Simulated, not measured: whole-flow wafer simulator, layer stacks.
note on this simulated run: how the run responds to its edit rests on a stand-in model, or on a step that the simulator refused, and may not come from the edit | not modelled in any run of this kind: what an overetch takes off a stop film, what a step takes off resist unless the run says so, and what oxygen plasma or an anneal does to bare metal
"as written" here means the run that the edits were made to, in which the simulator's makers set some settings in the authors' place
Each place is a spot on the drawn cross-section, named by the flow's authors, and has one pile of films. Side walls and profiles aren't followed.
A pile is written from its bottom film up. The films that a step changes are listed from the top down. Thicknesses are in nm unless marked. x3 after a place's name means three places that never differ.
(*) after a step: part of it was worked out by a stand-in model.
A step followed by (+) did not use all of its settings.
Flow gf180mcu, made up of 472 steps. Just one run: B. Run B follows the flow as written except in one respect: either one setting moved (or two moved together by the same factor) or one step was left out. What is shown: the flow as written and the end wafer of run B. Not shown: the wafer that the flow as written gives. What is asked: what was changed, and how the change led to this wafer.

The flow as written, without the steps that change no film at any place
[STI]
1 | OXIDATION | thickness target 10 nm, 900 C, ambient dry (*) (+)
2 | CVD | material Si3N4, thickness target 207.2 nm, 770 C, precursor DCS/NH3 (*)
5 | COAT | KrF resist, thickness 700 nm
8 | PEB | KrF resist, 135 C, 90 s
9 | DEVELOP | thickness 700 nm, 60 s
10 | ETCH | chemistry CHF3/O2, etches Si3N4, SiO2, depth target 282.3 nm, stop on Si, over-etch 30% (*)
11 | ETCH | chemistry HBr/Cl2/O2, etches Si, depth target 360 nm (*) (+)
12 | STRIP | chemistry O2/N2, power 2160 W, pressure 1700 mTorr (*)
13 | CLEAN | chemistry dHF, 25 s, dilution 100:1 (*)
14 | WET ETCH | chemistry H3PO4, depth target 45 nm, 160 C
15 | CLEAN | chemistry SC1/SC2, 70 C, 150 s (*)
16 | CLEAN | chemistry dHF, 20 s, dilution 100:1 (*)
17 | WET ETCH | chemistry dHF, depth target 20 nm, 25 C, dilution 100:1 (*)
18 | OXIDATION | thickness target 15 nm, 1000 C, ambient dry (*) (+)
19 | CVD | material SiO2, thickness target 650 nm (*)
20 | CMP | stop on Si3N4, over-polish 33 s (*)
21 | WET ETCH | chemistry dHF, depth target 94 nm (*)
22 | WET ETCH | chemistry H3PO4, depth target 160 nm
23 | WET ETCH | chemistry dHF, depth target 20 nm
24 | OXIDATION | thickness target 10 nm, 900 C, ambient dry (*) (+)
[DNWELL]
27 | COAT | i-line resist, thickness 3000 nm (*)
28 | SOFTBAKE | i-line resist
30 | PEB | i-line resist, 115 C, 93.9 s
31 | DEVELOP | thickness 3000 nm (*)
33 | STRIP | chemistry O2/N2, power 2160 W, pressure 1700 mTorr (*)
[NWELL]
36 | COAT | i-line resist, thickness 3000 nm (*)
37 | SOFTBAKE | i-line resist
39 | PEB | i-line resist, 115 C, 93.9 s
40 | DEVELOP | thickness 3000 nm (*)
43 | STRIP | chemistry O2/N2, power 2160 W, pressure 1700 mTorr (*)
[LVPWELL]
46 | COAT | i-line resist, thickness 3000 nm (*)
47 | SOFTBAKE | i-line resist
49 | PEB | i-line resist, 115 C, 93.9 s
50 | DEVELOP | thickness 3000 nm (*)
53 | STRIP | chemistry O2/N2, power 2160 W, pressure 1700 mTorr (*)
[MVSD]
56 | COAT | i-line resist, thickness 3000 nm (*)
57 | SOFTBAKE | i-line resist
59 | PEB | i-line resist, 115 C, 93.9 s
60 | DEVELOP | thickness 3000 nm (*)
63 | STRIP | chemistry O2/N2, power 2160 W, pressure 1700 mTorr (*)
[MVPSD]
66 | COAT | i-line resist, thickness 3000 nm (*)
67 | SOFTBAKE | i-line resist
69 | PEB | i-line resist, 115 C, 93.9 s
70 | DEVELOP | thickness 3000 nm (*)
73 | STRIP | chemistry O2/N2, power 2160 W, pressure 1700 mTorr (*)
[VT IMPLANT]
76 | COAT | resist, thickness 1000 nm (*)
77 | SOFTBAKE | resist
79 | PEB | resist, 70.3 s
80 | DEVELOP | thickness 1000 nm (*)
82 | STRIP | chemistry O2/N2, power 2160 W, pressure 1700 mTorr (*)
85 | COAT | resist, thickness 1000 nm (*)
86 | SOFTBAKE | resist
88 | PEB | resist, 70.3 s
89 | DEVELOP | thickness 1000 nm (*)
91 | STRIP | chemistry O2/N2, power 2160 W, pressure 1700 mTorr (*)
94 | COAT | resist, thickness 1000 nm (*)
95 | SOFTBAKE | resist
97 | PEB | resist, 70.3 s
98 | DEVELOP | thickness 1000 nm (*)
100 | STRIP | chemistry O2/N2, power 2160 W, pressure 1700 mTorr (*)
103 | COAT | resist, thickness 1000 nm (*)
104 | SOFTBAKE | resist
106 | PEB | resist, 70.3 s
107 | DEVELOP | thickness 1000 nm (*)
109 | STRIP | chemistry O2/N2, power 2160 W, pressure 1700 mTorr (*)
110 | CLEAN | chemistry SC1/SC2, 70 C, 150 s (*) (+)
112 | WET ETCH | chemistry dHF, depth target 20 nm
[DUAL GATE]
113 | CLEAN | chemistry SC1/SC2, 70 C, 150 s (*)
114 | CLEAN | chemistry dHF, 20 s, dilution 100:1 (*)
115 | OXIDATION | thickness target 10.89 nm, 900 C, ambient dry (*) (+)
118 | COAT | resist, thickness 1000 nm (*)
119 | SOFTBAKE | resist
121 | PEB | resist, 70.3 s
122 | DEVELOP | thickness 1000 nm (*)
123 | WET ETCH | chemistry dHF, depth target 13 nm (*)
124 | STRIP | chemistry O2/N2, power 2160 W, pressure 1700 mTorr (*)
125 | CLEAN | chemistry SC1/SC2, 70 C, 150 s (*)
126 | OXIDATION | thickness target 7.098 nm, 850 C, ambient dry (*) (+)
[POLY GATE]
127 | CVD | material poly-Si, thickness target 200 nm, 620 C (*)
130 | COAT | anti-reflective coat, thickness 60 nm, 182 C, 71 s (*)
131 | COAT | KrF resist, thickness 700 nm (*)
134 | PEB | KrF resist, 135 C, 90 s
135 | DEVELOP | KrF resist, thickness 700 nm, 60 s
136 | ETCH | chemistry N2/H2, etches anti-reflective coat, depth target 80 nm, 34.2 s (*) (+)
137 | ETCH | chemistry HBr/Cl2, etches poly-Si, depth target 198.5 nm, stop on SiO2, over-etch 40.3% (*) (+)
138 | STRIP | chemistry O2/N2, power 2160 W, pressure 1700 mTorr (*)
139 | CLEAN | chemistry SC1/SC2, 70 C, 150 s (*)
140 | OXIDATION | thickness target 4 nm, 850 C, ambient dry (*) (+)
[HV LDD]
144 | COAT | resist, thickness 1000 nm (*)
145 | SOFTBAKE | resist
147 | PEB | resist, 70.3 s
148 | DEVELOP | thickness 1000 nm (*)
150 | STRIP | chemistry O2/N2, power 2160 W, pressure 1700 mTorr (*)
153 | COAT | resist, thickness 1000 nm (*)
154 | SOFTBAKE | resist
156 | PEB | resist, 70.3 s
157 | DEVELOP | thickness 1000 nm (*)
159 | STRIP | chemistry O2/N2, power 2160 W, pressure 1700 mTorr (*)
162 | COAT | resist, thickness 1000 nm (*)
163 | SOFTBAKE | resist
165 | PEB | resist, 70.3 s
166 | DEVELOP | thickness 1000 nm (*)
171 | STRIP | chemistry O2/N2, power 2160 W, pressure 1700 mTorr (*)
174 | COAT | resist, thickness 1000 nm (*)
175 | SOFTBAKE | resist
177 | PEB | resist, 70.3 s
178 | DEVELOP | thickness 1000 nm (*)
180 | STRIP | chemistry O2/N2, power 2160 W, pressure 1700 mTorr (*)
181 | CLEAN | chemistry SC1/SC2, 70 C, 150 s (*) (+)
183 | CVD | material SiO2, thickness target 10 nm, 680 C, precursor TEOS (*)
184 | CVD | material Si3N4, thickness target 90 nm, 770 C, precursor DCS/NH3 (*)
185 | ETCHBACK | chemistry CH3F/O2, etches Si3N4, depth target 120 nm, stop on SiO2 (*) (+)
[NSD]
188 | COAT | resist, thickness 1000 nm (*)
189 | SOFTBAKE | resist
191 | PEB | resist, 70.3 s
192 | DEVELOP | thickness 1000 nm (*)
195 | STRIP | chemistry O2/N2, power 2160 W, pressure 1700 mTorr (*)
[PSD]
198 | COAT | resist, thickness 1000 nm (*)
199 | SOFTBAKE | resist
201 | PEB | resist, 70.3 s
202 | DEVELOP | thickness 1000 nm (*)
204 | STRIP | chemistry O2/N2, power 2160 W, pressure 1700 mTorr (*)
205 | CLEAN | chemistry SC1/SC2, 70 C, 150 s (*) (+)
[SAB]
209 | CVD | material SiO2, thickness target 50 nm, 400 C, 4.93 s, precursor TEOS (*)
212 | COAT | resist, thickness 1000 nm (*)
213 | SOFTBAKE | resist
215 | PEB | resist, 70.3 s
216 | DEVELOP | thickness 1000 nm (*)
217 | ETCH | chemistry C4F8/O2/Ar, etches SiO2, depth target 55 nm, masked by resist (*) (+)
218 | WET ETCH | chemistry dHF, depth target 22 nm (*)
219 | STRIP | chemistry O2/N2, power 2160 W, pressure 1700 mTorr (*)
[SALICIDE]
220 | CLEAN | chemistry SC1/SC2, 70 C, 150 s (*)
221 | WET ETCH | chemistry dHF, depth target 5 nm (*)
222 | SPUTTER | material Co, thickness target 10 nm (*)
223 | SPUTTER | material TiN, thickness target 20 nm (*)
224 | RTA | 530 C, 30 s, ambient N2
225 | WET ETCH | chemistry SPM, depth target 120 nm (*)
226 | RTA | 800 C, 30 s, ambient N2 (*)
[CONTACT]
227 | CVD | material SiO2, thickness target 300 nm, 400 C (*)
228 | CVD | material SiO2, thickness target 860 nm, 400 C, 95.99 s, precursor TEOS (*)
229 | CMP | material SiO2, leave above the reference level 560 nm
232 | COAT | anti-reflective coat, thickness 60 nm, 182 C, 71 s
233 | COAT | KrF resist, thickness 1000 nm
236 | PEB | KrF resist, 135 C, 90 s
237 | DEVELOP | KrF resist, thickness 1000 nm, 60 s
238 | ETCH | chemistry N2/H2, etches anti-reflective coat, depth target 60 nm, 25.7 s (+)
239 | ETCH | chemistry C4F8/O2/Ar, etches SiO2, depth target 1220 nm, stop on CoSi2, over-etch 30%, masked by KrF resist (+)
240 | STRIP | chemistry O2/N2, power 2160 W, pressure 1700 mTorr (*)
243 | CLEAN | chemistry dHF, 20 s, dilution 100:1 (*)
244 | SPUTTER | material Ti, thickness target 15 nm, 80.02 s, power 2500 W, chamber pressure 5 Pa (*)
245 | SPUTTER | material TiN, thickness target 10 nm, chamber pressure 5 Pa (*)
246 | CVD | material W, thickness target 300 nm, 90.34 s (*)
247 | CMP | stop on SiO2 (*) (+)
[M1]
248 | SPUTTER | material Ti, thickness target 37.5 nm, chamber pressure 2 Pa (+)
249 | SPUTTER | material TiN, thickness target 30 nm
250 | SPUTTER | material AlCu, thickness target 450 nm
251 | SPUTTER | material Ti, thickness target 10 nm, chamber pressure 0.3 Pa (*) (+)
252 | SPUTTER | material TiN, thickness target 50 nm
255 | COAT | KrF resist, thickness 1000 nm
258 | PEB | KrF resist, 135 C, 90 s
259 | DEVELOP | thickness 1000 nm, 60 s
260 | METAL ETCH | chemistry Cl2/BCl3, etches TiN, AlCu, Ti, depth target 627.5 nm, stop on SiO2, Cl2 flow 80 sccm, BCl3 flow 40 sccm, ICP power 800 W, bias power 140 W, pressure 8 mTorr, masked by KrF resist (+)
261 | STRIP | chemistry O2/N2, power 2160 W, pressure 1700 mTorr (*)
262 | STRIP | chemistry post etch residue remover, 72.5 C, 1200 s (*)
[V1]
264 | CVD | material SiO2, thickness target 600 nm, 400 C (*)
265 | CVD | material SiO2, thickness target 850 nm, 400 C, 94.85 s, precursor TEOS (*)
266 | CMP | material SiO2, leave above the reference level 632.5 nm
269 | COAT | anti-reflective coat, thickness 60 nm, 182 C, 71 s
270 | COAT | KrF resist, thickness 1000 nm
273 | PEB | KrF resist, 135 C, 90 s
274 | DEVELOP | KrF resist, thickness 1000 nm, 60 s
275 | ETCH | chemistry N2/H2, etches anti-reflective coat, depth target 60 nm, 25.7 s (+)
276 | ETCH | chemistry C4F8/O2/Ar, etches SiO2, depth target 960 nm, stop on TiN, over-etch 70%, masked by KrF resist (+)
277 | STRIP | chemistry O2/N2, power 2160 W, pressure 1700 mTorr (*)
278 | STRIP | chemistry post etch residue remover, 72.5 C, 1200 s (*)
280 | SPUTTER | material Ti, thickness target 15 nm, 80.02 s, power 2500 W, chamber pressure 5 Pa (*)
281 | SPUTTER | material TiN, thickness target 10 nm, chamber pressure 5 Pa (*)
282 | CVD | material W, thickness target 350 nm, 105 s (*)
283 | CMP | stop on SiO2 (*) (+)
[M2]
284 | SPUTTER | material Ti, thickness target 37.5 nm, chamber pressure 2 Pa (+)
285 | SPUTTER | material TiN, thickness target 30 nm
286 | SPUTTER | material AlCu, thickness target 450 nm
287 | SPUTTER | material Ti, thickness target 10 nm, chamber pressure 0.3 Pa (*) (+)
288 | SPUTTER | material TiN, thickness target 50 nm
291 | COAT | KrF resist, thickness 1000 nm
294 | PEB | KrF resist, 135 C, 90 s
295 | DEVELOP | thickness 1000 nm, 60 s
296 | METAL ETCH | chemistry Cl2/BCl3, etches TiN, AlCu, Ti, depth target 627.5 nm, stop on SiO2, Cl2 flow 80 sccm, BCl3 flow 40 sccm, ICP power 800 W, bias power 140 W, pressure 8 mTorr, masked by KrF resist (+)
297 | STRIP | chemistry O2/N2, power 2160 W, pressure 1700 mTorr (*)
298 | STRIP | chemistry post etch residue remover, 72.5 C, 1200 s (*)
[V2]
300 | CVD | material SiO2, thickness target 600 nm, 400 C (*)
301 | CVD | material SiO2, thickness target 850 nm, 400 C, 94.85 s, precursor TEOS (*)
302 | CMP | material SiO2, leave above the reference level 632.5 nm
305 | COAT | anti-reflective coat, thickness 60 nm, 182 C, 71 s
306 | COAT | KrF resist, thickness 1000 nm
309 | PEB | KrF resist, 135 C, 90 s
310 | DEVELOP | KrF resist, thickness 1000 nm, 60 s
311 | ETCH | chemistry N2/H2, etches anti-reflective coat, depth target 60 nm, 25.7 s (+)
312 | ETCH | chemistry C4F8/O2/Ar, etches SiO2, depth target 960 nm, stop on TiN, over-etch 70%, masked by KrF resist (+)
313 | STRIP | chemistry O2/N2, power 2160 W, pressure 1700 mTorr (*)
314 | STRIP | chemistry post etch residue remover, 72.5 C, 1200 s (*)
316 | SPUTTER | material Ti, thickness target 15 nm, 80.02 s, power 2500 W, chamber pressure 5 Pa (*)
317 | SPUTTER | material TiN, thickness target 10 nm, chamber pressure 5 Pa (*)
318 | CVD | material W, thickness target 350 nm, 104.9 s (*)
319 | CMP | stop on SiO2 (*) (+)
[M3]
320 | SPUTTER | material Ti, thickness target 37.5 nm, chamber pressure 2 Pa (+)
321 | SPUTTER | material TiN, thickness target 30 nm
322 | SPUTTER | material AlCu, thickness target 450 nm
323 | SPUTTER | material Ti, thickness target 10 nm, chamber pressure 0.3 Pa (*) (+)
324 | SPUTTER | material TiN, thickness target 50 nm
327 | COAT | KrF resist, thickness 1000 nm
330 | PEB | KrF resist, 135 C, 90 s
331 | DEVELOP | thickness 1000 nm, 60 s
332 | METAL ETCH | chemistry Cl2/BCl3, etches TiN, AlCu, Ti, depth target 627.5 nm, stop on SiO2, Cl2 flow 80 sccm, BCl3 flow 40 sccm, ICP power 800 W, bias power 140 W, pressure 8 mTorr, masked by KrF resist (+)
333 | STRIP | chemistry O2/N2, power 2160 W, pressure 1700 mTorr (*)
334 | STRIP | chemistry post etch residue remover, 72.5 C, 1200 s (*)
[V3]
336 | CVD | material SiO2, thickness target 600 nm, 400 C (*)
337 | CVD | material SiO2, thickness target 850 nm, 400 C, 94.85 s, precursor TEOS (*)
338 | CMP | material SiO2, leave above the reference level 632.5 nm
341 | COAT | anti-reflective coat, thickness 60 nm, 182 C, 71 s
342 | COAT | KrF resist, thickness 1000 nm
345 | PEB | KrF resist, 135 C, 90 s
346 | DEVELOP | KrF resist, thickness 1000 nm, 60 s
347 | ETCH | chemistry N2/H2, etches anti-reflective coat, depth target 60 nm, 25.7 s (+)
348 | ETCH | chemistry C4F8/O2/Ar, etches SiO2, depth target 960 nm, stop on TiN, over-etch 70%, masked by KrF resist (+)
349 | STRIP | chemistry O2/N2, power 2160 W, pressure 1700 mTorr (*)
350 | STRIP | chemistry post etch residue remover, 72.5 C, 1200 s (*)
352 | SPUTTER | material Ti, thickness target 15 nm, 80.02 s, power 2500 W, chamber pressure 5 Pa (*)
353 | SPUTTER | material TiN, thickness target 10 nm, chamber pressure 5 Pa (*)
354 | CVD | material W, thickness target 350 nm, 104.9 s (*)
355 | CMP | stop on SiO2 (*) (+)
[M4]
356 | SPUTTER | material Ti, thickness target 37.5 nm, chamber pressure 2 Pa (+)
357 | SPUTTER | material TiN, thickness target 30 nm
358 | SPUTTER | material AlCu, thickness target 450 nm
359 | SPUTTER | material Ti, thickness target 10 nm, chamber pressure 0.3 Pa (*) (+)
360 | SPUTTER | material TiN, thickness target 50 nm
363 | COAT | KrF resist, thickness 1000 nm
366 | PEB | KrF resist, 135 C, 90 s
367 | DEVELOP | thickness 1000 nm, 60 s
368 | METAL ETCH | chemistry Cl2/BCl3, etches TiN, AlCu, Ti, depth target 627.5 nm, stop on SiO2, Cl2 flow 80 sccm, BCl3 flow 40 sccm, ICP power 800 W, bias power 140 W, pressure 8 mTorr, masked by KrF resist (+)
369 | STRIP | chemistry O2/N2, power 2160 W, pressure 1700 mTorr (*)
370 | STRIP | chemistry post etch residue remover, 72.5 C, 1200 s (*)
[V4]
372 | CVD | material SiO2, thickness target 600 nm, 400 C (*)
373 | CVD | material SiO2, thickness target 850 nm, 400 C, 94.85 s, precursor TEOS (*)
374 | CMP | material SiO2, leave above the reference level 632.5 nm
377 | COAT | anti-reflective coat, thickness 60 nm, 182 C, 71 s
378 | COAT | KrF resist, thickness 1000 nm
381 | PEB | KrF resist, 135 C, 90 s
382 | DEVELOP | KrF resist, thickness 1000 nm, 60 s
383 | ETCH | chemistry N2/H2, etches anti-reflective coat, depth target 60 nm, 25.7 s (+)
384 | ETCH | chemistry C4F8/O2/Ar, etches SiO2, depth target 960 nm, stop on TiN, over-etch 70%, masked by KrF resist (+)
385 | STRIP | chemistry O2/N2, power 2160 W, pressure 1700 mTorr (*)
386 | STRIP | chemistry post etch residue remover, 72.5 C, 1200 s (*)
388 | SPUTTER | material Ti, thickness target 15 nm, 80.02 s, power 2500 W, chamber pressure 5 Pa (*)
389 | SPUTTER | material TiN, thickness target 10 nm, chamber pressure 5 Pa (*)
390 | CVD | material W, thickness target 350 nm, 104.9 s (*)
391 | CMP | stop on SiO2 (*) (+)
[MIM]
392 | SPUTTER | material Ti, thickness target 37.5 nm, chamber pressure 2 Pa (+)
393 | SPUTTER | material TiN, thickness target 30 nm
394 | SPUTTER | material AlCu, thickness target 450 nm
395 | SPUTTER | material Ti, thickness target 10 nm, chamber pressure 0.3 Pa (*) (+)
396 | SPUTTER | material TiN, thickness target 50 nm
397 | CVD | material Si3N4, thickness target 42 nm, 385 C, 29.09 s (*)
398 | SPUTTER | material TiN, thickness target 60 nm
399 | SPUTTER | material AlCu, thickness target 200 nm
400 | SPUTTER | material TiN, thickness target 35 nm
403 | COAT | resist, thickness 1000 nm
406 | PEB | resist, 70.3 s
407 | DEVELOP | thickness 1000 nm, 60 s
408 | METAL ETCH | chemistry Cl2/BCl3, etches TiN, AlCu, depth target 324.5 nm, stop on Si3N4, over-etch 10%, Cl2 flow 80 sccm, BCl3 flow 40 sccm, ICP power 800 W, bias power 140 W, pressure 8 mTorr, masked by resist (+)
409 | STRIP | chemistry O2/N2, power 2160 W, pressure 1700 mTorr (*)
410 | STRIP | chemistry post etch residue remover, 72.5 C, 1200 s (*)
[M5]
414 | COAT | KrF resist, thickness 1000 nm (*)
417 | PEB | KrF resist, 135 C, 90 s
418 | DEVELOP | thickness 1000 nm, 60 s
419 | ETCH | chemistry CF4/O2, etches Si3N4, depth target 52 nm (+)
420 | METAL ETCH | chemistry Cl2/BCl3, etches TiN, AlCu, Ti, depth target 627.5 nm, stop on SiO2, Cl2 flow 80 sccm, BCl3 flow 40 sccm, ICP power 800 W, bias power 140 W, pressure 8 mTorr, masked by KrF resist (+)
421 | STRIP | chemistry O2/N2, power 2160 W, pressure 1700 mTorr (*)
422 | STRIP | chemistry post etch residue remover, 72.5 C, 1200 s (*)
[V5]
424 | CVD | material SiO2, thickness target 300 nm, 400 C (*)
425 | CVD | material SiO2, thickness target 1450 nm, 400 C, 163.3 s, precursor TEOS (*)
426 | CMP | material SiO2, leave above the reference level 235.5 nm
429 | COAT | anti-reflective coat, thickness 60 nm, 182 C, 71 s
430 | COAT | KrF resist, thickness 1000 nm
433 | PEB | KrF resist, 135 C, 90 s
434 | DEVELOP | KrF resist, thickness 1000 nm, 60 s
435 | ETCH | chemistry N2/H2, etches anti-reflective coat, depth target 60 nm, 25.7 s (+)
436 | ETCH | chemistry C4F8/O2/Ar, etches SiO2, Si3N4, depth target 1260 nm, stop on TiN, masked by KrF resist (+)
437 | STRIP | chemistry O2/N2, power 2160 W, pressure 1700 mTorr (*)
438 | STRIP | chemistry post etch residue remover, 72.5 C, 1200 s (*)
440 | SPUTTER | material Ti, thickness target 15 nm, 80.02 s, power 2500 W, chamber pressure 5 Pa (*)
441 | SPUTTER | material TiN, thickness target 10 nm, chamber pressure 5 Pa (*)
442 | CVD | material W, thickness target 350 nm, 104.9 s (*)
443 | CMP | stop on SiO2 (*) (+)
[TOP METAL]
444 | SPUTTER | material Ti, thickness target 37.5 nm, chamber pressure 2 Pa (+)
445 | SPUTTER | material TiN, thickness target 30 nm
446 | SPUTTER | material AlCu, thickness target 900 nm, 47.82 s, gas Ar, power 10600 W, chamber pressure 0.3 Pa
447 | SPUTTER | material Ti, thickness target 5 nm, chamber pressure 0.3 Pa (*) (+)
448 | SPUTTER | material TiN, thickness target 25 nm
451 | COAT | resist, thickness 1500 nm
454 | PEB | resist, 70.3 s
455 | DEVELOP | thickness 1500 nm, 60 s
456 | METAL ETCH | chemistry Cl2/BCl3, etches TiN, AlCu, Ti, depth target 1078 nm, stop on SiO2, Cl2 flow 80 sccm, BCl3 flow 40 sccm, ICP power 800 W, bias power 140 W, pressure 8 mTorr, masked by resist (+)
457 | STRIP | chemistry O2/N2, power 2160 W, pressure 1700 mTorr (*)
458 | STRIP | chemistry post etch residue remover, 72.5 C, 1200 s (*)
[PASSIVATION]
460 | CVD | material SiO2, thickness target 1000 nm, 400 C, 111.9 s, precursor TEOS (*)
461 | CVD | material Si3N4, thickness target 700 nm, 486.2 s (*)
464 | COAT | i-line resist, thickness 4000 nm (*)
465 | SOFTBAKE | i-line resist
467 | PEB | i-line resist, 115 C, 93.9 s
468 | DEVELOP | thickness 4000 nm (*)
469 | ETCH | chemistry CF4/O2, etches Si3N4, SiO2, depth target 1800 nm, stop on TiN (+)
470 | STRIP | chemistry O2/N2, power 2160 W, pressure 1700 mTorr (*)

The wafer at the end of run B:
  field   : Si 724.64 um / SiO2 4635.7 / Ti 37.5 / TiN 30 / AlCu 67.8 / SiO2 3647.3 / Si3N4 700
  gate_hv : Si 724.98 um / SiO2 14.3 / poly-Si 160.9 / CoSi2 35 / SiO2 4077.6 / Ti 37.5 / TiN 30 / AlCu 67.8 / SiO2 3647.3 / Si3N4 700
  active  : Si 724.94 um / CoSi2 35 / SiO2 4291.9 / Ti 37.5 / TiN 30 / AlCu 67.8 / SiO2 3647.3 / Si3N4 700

Cause: step 358, SPUTTER: thickness target 641 nm was run, whereas the flow has thickness target 450 nm.

Step by step, how the change led to this:
  358 | SPUTTER | material AlCu, thickness target 450 nm
      field, field__w1, field__w2 and 108 more: +641 AlCu (new film) (as written it would have been: +450 AlCu (new film))
  368 | METAL ETCH | chemistry Cl2/BCl3, etches TiN, AlCu, Ti, depth target 627.5 nm, stop on SiO2, Cl2 flow 80 sccm, BCl3 flow 40 sccm, ICP power 800 W, bias power 140 W, pressure 8 mTorr, masked by KrF resist (+)
      field, field__w1, field__w2 and 103 more: -50 TiN (all of it), -10 Ti (all of it), -567.5 AlCu (as written it would have been: -50 TiN (all of it), -10 Ti (all of it), -450 AlCu (all of it), -30 TiN (all of it), -37.5 Ti (all of it))
  370 | STRIP | chemistry post etch residue remover, 72.5 C, 1200 s (*)
      field, field__w1, field__w2 and 103 more: -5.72 AlCu (as written it would have been: nothing)
  372 | CVD | material SiO2, thickness target 600 nm, 400 C (*)
      field, field__w1, field__w2 and 103 more: +600 SiO2 (new film) (as written it would have been: +600 SiO2)
  374 | CMP | material SiO2, leave above the reference level 632.5 nm
      field, field__w1, field__w2 and 103 more: -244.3 SiO2 (as written it would have been: -300 SiO2)
If metal films that touch count as one body, field has 1 body; the flow as written gives 0 bodies.
If metal films that touch count as one body, gate_hv has 2 bodies (between them, from the top down: SiO2 4077.6); the flow as written gives 1 body.
If metal films that touch count as one body, active has 2 bodies (between them, from the top down: SiO2 4291.9); the flow as written gives 1 body.
